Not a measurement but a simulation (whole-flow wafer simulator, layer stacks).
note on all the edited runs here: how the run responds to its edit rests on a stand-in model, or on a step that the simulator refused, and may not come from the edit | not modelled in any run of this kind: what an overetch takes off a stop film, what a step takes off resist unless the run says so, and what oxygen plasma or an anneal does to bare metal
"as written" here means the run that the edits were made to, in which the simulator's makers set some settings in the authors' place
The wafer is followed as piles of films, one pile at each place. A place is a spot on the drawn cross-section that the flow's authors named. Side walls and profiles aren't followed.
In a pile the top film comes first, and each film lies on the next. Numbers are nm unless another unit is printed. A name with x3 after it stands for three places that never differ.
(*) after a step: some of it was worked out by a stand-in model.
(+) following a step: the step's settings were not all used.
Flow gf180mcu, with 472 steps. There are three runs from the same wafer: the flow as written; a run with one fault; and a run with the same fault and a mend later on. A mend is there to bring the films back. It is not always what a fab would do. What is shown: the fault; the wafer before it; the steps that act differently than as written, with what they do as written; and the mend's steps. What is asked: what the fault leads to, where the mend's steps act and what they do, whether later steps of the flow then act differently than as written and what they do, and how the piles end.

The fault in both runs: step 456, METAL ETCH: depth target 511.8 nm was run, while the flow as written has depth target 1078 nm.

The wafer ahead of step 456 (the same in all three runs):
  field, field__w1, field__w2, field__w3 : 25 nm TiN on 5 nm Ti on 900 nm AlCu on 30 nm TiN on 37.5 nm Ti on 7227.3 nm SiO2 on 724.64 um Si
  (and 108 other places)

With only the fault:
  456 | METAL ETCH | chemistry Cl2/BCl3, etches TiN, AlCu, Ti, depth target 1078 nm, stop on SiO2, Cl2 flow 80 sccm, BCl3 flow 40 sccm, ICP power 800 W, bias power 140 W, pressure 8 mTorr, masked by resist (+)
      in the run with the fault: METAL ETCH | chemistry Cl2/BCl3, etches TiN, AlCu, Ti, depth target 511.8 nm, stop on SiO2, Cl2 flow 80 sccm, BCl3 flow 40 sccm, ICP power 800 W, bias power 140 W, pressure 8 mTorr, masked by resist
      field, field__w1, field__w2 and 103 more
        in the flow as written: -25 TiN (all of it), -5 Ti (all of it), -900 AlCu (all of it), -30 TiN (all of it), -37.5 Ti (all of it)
        in the run with the fault: -25 TiN (all of it), -5 Ti (all of it), -481.8 AlCu
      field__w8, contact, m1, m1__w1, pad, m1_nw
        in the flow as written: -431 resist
        in the run with the fault: -204.7 resist
  Later steps of the flow acting differently than as written:
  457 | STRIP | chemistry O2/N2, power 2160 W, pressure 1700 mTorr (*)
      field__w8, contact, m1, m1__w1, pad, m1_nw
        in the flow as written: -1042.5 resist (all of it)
        in the run with the fault: -1268.7 resist (all of it)
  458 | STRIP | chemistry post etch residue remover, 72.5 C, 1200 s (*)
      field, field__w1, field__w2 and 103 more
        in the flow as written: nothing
        in the run with the fault: -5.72 AlCu
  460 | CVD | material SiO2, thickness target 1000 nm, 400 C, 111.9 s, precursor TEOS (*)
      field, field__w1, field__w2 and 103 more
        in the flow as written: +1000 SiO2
        in the run with the fault: +1000 SiO2 (new film)
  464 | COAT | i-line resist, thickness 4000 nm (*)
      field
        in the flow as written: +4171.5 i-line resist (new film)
        in the run with the fault: +4074.8 i-line resist (new film)
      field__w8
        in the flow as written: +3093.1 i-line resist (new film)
        in the run with the fault: +3522.9 i-line resist (new film)
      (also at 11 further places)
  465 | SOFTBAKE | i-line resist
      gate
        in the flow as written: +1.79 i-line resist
        in the run with the fault: -1.14 i-line resist
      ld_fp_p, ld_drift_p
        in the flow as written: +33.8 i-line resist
        in the run with the fault: +14 i-line resist
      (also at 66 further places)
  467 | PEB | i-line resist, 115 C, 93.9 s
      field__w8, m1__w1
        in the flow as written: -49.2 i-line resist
        in the run with the fault: -58 i-line resist
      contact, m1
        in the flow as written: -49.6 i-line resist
        in the run with the fault: -58.2 i-line resist
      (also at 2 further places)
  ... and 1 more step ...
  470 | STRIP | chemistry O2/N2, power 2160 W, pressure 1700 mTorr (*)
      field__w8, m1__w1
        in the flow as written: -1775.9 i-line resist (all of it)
        in the run with the fault: -2236.1 i-line resist (all of it)
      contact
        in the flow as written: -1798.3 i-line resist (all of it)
        in the run with the fault: -2244.6 i-line resist (all of it)
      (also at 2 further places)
  By the end, the piles at field, field__w1, field__w2 and 103 more depart from the flow's by more than 2% or 0.5 nm, whichever is larger.
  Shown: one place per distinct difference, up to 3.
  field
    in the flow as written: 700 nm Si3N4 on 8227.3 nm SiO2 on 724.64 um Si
    in the run with the fault: 700 nm Si3N4 on 1000 nm SiO2 on 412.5 nm AlCu on 30 nm TiN on 37.5 nm Ti on 7227.3 nm SiO2 on 724.64 um Si
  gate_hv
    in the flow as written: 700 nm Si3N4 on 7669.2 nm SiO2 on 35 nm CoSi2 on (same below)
    in the run with the fault: 700 nm Si3N4 on 1000 nm SiO2 on 412.5 nm AlCu on 30 nm TiN on 37.5 nm Ti on 6669.2 nm SiO2 on 35 nm CoSi2 on (same below)
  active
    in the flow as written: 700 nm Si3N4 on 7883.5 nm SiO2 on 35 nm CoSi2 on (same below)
    in the run with the fault: 700 nm Si3N4 on 1000 nm SiO2 on 412.5 nm AlCu on 30 nm TiN on 37.5 nm Ti on 6883.5 nm SiO2 on 35 nm CoSi2 on (same below)

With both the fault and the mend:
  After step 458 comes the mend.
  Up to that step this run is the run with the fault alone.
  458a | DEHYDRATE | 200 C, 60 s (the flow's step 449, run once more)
      alters no film at any place that is followed
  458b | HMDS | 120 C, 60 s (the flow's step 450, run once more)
      alters no film at any place that is followed
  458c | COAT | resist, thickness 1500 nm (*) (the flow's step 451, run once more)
      iso_ptap_pw, iso_ntap_nw, iso_nw_fld and 33 more
        +1500 resist (new film)
      field_sub__w2, field_sub__w3, field_sub__w4 and 7 more
        +1506.8 resist (new film)
      field_sub, field_sub__w1, field_sub__w5 and 6 more
        +1506.9 resist (new film)
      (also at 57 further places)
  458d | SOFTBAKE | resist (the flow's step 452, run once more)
      field__w2, field__w3
        -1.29 resist
      field__w9, ld_body_p_dnw
        -0.09 resist
      field__w11, field_sub__w5
        -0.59 resist
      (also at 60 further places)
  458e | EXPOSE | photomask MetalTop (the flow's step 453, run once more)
      alters no film at any place that is followed
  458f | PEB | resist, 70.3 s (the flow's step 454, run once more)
      iso_ptap_pw, iso_ntap_nw, iso_nw_fld and 33 more
        -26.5 resist
      field__w6, field_sub, field_sub__w1 and 27 more
        -26.6 resist
      field__w2, field__w3, field__w5 and 21 more
        -26.7 resist
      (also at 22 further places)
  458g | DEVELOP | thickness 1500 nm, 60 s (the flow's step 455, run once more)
      iso_ptap_pw, iso_ntap_nw, iso_nw_fld and 33 more
        -1473.5 resist (all of it)
      field__w7, field__w11, field__w13 and 7 more
        -1480.5 resist (all of it)
      p_well, sti, spacer, sd_n, mim_1p0, dice_street
        -1476 resist (all of it)
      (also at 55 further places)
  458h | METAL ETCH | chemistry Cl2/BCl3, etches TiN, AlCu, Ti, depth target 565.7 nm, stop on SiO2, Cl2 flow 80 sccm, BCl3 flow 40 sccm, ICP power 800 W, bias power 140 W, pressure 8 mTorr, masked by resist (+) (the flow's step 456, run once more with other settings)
      field, field__w1, field__w2 and 103 more
        -412.5 AlCu (all of it), -30 TiN (all of it), -37.5 Ti (all of it)
      field__w8, contact, m1, m1__w1, pad, m1_nw
        -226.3 resist
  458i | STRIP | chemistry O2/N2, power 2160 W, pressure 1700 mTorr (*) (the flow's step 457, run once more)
      field__w8
        -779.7 resist (all of it)
      contact
        -778.4 resist (all of it)
      m1
        -778.6 resist (all of it)
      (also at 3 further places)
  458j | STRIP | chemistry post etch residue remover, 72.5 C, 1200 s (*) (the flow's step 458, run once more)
      field__w8, contact, m1, m1__w1, pad, m1_nw
        -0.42 TiN
  Every later step of the flow that is run acts as written, at every place that is followed, to within 2% or 0.5 nm, whichever is larger.
  At the end the piles are close to the flow's at the places that both follow, differing by at most 2% or 0.5 nm, whichever is larger.
